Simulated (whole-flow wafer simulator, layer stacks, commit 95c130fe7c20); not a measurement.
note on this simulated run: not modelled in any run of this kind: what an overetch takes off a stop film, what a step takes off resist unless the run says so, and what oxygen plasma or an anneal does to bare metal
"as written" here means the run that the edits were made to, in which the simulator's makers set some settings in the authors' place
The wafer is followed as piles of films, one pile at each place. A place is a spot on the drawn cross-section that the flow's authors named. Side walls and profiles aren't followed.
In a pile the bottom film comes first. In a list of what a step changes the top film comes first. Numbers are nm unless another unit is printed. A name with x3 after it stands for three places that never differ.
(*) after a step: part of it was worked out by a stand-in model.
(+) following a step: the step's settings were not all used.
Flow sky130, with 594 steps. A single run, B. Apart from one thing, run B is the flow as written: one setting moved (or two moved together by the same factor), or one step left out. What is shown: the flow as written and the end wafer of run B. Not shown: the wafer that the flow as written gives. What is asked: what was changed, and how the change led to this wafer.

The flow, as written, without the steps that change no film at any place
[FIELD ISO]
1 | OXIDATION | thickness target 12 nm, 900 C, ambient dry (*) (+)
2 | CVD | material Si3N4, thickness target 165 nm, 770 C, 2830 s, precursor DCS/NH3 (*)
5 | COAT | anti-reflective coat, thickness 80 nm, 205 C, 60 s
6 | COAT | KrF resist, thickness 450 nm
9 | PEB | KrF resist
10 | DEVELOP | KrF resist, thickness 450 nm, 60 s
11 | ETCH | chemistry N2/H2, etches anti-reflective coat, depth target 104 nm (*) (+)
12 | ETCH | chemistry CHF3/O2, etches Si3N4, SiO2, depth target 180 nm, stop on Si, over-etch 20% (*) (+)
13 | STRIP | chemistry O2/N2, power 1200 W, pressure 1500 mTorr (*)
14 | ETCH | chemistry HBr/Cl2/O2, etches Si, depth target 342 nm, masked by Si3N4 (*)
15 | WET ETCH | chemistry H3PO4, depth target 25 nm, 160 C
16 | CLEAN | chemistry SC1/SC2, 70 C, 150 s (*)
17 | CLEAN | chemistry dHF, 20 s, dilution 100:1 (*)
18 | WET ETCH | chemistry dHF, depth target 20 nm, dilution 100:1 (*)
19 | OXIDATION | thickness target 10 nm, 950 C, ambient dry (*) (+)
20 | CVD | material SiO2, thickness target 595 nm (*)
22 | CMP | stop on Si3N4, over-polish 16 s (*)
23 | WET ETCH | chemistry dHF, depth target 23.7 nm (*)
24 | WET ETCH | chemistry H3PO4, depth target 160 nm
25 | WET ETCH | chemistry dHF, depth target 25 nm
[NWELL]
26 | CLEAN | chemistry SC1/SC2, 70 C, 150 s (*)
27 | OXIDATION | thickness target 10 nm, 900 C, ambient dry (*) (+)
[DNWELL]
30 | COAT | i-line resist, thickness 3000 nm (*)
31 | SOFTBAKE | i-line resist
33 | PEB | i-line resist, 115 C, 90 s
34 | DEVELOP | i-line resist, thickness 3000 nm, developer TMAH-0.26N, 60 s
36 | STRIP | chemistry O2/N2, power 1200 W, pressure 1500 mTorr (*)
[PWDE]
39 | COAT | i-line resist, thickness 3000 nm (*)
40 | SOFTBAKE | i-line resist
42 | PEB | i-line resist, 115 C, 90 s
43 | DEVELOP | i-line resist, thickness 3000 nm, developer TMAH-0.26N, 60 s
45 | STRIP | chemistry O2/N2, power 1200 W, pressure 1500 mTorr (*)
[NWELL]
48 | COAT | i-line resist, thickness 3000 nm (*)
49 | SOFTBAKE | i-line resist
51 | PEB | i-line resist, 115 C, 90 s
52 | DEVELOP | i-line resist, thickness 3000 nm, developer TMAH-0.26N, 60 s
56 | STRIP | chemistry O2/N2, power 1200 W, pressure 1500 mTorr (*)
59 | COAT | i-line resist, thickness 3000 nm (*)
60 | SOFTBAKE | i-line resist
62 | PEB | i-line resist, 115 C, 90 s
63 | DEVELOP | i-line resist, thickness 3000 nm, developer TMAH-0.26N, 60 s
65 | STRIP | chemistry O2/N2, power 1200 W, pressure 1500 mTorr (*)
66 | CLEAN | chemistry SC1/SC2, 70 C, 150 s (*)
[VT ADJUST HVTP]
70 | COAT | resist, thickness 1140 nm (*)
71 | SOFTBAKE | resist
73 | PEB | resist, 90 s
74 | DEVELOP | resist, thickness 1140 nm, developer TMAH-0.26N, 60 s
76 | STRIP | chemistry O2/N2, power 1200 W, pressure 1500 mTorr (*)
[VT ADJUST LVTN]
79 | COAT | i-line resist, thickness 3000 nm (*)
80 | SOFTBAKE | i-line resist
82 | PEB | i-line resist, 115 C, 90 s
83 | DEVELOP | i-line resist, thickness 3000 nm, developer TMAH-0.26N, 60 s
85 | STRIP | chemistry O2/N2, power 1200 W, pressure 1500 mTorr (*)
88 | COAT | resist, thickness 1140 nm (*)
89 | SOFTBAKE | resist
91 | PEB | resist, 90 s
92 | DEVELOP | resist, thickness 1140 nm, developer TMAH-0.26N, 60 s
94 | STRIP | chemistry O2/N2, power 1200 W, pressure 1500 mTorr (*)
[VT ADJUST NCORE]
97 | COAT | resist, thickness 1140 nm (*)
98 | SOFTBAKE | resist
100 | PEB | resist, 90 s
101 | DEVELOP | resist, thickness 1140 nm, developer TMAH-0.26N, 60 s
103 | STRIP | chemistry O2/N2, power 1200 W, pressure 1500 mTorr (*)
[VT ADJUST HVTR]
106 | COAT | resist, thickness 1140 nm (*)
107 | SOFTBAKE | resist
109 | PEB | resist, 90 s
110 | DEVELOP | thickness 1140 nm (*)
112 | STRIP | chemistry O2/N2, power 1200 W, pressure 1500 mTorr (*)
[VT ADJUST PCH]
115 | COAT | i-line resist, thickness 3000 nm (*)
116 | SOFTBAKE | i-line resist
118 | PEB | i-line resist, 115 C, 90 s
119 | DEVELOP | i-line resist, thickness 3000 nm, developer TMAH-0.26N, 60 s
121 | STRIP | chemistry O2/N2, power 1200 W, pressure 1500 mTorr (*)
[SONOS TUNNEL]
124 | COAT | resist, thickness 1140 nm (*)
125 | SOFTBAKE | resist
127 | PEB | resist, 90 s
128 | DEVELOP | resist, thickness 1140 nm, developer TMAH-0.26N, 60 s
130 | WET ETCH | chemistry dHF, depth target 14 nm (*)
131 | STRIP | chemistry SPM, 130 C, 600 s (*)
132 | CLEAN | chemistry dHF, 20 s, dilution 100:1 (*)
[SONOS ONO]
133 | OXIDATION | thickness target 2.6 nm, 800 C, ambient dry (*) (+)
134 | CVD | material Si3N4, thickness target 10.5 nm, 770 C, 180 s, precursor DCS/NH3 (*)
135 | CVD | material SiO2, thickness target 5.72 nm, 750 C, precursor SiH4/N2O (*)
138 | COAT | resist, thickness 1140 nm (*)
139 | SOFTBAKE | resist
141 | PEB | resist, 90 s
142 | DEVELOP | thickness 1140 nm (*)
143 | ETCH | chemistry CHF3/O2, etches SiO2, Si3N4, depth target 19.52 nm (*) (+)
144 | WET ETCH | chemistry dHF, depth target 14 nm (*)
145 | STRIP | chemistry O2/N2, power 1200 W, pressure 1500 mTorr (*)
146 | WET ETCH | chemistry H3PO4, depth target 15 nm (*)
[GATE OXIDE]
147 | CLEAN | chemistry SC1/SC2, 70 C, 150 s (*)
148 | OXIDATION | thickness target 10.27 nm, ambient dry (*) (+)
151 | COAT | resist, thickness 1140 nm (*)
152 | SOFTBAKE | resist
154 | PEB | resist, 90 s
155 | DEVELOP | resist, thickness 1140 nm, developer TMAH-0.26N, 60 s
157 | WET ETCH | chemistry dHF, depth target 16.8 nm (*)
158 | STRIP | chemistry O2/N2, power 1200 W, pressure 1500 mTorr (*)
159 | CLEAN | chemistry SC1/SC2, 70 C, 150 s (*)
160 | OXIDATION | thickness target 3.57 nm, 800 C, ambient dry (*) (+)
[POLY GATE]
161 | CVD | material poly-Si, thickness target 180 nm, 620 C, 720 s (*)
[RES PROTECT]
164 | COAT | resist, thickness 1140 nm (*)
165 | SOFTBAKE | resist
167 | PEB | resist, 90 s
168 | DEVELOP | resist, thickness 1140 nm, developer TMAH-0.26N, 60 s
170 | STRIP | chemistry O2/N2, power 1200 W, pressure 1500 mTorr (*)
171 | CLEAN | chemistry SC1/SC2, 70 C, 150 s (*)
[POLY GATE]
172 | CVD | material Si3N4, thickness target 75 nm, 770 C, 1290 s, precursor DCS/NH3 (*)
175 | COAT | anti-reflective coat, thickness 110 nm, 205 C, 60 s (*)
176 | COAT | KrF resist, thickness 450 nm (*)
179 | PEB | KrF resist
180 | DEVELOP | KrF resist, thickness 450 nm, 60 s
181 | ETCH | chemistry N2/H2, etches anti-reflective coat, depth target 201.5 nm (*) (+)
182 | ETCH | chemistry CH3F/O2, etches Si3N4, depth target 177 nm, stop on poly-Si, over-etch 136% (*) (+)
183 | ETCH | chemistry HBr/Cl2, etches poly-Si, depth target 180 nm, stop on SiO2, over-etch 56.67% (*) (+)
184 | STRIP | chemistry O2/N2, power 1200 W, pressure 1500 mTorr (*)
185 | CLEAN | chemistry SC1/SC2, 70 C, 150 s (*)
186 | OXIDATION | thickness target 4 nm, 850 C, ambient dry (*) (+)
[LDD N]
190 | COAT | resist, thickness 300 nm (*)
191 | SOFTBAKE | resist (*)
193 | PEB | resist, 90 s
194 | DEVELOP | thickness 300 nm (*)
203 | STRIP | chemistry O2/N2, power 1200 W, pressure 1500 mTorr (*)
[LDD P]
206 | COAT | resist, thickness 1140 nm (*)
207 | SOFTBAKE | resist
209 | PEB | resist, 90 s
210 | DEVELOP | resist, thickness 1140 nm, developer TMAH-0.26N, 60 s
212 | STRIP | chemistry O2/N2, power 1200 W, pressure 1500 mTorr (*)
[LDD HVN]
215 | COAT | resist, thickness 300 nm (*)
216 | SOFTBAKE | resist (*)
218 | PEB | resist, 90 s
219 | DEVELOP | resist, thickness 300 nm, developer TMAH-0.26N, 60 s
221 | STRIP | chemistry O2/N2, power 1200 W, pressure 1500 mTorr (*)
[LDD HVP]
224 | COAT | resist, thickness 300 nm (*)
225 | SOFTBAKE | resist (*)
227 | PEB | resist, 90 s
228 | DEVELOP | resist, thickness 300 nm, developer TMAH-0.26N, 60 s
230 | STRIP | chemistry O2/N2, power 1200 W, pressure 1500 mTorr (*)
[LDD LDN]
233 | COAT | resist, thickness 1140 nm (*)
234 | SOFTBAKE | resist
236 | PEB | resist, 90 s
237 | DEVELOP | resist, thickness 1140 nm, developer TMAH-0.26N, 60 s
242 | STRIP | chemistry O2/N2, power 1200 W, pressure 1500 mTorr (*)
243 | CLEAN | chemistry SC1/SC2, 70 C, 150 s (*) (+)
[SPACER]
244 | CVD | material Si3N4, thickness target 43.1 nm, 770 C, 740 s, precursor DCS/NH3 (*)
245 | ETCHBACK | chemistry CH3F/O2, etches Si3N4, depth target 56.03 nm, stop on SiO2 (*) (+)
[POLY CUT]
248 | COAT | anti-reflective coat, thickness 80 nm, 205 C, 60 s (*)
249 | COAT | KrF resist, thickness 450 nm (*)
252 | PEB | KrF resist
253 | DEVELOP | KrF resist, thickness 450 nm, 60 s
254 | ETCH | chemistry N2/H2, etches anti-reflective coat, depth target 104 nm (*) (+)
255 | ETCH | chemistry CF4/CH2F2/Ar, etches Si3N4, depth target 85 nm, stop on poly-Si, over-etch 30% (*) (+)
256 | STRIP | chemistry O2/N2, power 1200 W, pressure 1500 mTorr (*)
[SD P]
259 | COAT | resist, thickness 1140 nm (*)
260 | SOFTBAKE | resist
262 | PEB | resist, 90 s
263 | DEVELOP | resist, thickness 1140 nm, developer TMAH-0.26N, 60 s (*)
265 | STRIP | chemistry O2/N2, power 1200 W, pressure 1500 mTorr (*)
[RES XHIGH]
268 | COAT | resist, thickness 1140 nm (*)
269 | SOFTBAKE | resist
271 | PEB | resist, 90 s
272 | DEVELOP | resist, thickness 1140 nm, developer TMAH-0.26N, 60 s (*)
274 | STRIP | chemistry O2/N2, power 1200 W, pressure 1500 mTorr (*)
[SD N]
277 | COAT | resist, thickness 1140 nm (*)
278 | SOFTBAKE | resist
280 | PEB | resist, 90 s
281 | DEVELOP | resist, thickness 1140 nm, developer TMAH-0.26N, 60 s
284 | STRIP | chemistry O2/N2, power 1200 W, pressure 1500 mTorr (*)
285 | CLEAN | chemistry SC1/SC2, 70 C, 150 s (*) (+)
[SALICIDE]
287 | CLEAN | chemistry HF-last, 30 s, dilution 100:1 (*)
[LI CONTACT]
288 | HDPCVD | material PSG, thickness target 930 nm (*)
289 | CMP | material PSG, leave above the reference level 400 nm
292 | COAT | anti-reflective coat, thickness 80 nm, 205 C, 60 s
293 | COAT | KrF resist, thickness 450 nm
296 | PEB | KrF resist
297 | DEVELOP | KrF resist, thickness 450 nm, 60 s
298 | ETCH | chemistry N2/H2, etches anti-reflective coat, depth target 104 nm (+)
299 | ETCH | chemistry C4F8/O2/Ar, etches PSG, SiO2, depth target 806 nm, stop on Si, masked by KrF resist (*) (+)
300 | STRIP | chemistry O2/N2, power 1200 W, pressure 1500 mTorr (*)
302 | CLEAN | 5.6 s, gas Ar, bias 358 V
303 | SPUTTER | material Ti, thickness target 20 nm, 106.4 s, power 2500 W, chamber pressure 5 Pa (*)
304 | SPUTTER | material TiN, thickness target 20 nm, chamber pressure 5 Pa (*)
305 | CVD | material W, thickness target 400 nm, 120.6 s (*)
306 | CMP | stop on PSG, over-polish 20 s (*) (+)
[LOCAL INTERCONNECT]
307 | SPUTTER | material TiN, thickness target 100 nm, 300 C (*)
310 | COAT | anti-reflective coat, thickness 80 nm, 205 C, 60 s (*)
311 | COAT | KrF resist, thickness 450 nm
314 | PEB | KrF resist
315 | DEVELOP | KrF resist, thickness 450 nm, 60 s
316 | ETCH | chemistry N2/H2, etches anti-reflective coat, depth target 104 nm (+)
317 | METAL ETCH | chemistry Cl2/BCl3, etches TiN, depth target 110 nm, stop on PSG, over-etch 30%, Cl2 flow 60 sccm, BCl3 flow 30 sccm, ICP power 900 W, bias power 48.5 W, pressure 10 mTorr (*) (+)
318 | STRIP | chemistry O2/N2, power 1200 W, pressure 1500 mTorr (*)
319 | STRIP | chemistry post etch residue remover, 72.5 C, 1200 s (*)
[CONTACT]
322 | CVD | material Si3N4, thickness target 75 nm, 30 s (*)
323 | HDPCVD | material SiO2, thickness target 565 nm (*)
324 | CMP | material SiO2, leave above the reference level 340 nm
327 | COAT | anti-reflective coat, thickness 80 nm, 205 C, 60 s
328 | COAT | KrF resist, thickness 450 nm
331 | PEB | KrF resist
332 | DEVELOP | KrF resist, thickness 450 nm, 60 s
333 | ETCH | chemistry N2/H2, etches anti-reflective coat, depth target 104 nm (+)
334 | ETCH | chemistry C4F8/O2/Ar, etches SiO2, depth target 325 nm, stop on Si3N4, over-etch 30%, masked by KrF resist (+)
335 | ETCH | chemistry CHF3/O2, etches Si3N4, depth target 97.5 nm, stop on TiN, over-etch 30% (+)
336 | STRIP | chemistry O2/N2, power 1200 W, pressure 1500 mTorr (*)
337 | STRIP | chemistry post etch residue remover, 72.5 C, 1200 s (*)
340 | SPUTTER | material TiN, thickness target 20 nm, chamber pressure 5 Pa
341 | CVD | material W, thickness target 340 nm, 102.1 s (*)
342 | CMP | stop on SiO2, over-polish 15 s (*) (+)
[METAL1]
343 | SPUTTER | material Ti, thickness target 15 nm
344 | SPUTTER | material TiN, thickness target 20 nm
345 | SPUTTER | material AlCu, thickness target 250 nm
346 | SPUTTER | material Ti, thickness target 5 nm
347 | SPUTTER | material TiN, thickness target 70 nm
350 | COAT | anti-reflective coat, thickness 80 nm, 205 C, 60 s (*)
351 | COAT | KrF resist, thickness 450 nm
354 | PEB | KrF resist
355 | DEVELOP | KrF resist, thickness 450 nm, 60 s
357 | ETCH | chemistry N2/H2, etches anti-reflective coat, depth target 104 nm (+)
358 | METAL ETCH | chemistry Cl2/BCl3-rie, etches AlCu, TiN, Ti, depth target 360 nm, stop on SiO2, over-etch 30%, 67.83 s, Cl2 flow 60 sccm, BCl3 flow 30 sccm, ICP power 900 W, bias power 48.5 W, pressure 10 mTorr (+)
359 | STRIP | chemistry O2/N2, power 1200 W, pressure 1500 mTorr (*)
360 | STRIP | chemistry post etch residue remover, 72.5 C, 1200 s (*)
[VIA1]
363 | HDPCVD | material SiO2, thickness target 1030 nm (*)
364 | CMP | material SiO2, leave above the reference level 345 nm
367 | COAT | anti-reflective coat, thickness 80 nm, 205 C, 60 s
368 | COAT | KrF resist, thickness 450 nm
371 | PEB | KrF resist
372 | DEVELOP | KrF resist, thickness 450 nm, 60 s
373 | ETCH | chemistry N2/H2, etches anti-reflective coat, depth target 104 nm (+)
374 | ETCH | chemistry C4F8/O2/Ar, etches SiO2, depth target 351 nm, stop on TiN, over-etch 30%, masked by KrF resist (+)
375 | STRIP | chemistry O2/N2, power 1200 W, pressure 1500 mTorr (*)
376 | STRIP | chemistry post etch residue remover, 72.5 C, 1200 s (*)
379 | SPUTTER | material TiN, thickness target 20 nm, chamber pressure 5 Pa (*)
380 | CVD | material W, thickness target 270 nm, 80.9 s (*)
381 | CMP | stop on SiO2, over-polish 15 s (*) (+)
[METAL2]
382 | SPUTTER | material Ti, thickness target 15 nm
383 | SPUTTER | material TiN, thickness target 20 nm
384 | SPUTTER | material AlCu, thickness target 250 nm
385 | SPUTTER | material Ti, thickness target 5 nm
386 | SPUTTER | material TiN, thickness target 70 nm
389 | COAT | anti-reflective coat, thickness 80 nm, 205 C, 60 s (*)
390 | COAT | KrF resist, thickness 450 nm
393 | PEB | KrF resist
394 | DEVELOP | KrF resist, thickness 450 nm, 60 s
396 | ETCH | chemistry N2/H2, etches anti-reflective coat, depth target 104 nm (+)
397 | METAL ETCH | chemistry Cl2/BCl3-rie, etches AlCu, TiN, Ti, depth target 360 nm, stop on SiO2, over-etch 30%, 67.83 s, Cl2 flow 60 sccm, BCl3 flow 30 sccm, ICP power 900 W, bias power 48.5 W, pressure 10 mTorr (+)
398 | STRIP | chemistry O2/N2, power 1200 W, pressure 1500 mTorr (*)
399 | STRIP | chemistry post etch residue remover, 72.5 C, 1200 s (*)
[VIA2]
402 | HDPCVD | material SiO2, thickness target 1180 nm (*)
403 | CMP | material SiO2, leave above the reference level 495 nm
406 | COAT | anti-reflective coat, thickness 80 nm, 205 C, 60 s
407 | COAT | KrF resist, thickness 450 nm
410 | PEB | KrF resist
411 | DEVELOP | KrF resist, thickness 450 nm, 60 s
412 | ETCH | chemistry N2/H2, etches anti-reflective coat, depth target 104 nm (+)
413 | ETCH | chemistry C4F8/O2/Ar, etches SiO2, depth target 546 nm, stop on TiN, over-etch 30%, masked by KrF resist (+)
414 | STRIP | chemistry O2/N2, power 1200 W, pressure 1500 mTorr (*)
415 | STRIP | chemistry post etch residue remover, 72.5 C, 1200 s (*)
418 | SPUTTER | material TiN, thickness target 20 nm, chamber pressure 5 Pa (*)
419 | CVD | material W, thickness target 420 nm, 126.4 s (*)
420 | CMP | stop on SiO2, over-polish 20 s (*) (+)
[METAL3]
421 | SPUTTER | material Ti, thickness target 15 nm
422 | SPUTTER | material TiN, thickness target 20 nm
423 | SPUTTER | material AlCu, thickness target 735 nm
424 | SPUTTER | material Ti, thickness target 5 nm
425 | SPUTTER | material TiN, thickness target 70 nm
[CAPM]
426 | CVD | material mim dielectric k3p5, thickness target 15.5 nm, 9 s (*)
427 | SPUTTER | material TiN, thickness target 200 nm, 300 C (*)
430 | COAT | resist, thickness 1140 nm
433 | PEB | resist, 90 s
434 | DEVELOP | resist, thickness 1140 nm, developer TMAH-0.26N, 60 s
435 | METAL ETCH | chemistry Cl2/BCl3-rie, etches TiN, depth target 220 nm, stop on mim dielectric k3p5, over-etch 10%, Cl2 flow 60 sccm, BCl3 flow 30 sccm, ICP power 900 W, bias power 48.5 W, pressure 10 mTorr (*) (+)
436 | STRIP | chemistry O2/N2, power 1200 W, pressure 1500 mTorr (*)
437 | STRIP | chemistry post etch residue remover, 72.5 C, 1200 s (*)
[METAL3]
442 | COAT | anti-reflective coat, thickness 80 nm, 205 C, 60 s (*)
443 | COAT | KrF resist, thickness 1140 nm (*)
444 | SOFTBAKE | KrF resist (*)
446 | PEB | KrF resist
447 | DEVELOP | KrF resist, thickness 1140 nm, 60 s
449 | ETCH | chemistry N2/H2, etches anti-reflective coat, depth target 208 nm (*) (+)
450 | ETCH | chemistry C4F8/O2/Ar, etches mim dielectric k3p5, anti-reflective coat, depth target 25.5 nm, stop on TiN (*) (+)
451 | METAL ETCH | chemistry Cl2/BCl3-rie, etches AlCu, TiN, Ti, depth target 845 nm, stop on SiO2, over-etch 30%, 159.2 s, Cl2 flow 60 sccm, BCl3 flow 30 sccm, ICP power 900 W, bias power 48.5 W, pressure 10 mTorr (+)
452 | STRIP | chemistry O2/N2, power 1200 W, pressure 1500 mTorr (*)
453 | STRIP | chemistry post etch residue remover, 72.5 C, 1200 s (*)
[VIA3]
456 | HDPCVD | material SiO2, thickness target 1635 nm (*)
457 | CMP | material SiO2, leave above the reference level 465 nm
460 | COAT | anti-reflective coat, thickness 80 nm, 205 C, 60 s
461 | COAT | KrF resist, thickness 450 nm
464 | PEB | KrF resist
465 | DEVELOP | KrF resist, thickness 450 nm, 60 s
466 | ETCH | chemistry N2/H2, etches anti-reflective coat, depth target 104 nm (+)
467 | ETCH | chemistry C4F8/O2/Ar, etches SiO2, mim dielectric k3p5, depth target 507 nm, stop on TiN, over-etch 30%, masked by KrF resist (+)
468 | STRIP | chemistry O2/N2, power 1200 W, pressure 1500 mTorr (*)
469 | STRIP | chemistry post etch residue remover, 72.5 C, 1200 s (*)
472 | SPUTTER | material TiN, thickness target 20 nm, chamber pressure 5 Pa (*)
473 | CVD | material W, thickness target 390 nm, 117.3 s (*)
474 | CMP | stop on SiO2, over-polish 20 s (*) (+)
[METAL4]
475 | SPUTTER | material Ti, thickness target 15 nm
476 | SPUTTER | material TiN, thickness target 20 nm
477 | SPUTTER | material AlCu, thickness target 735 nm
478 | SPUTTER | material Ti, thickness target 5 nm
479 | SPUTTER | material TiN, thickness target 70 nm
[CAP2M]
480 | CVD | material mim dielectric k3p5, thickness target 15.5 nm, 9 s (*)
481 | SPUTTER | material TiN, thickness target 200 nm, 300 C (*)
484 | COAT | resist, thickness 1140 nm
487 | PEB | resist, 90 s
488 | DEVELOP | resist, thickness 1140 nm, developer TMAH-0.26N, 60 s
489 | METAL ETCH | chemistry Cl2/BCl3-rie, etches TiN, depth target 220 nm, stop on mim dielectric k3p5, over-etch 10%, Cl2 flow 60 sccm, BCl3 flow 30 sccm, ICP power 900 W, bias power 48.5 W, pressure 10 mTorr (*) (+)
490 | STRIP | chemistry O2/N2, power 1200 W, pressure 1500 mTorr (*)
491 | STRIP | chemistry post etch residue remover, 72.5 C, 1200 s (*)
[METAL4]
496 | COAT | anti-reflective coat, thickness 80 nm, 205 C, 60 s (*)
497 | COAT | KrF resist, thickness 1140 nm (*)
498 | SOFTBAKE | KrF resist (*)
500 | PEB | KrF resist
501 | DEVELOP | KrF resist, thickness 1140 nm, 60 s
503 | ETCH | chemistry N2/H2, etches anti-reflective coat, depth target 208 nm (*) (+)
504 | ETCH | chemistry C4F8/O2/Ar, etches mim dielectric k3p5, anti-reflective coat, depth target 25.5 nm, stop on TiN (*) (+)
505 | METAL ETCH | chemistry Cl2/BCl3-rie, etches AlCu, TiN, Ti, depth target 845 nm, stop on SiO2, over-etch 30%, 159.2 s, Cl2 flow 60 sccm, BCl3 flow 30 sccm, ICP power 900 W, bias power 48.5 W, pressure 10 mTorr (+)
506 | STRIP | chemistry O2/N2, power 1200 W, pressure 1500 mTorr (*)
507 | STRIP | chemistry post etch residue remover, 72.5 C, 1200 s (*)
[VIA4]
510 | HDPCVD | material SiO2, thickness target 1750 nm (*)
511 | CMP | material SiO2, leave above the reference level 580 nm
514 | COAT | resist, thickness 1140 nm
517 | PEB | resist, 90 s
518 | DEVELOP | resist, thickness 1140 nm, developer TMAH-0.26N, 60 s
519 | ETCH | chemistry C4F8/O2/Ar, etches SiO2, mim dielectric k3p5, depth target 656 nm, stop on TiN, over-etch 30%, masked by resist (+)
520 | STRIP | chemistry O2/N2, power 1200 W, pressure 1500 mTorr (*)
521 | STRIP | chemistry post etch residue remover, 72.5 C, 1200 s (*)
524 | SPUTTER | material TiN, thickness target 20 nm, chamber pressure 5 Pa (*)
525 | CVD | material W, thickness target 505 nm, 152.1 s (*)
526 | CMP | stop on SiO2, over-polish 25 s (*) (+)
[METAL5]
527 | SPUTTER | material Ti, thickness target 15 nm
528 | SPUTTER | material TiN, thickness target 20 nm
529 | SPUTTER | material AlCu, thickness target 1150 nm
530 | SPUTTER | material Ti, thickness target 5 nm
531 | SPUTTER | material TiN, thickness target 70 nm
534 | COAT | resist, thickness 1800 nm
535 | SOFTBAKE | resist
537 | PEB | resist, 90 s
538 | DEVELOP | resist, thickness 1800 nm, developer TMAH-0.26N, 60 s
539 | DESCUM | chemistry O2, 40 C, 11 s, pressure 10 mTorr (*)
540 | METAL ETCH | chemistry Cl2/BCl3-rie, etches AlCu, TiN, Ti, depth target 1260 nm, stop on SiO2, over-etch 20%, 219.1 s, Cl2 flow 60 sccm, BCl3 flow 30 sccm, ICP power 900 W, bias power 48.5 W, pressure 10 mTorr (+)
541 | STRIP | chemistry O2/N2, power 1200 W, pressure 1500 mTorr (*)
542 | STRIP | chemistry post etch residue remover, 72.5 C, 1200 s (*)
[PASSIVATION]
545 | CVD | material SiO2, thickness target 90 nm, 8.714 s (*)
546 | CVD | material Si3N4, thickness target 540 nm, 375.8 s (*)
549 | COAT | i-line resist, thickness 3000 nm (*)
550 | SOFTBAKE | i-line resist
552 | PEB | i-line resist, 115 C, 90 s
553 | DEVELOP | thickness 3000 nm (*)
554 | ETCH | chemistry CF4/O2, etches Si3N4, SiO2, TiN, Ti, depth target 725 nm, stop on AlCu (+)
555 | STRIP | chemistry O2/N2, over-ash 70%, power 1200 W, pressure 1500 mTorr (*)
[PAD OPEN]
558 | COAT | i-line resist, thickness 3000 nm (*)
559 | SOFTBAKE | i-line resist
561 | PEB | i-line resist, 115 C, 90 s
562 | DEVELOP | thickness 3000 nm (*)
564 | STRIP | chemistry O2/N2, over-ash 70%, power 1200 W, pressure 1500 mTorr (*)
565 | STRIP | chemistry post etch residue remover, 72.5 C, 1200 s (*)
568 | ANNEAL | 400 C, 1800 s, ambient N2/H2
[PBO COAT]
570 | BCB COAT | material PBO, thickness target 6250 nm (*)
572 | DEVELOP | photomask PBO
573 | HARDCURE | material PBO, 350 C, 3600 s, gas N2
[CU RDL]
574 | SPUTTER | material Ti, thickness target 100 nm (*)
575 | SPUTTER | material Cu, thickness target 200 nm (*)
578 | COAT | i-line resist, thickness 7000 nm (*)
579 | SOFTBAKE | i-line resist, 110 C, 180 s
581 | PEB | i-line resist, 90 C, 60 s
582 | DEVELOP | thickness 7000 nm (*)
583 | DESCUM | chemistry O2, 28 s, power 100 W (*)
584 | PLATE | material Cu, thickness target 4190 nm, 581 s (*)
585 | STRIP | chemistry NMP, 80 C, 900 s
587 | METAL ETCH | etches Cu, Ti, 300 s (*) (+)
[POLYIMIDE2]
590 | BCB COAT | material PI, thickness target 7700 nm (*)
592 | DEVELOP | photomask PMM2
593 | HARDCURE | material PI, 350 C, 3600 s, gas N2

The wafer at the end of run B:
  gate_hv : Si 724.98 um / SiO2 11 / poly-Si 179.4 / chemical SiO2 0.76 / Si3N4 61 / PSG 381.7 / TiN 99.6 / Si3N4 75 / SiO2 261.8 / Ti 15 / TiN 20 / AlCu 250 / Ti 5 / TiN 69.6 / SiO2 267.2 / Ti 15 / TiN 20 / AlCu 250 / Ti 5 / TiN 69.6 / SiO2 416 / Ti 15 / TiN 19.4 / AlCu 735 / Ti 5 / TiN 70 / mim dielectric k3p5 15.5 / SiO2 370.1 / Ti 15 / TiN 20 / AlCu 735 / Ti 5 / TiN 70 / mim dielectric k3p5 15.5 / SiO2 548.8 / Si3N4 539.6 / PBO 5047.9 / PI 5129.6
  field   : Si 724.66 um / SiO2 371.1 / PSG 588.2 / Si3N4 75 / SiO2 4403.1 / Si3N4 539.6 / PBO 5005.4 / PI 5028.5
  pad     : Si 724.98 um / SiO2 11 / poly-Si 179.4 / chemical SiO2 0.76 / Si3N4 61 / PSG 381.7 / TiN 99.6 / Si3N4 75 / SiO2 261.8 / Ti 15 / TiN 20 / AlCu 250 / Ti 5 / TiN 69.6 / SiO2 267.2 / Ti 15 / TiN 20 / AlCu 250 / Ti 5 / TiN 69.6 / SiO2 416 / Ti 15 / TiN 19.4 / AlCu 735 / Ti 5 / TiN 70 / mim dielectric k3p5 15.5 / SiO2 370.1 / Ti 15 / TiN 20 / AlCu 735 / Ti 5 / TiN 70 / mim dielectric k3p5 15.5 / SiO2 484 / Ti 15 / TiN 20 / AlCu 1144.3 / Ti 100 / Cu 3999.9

The reason: step 422, SPUTTER: thickness target 19.4 nm was run, though the flow has thickness target 20 nm.
The wafer itself shows it: gate_hv has TiN 19.4, and step 422 as written asks for 20 nm.

The path from the change to this, step by step:
  422 | SPUTTER | material TiN, thickness target 20 nm
      field, active, n_well and 188 more: TiN gains 19.4 (new film) (as written it would have been: TiN gains 20 (new film))
  451 | METAL ETCH | chemistry Cl2/BCl3-rie, etches AlCu, TiN, Ti, depth target 845 nm, stop on SiO2, over-etch 30%, 159.2 s, Cl2 flow 60 sccm, BCl3 flow 30 sccm, ICP power 900 W, bias power 48.5 W, pressure 10 mTorr (+)
      field, active, gate and 69 more: TiN loses 70 (all of it), Ti loses 5 (all of it), AlCu loses 735 (all of it), TiN loses 19.4 (all of it), Ti loses 15 (all of it), SiO2 loses 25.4 (as written it would have been: TiN loses 70 (all of it), Ti loses 5 (all of it), AlCu loses 735 (all of it), TiN loses 20 (all of it), Ti loses 15 (all of it), SiO2 loses 25.4)
      vpp_ln, vpp_iso2, ndiff_ln and 10 more: TiN loses 70 (all of it), Ti loses 5 (all of it), AlCu loses 735 (all of it), TiN loses 19.4 (all of it), Ti loses 15 (all of it), SiO2 loses 25.4 (as written it would have been: TiN loses 70 (all of it), Ti loses 5 (all of it), AlCu loses 735 (all of it), TiN loses 20 (all of it), Ti loses 15 (all of it), SiO2 loses 25.3)
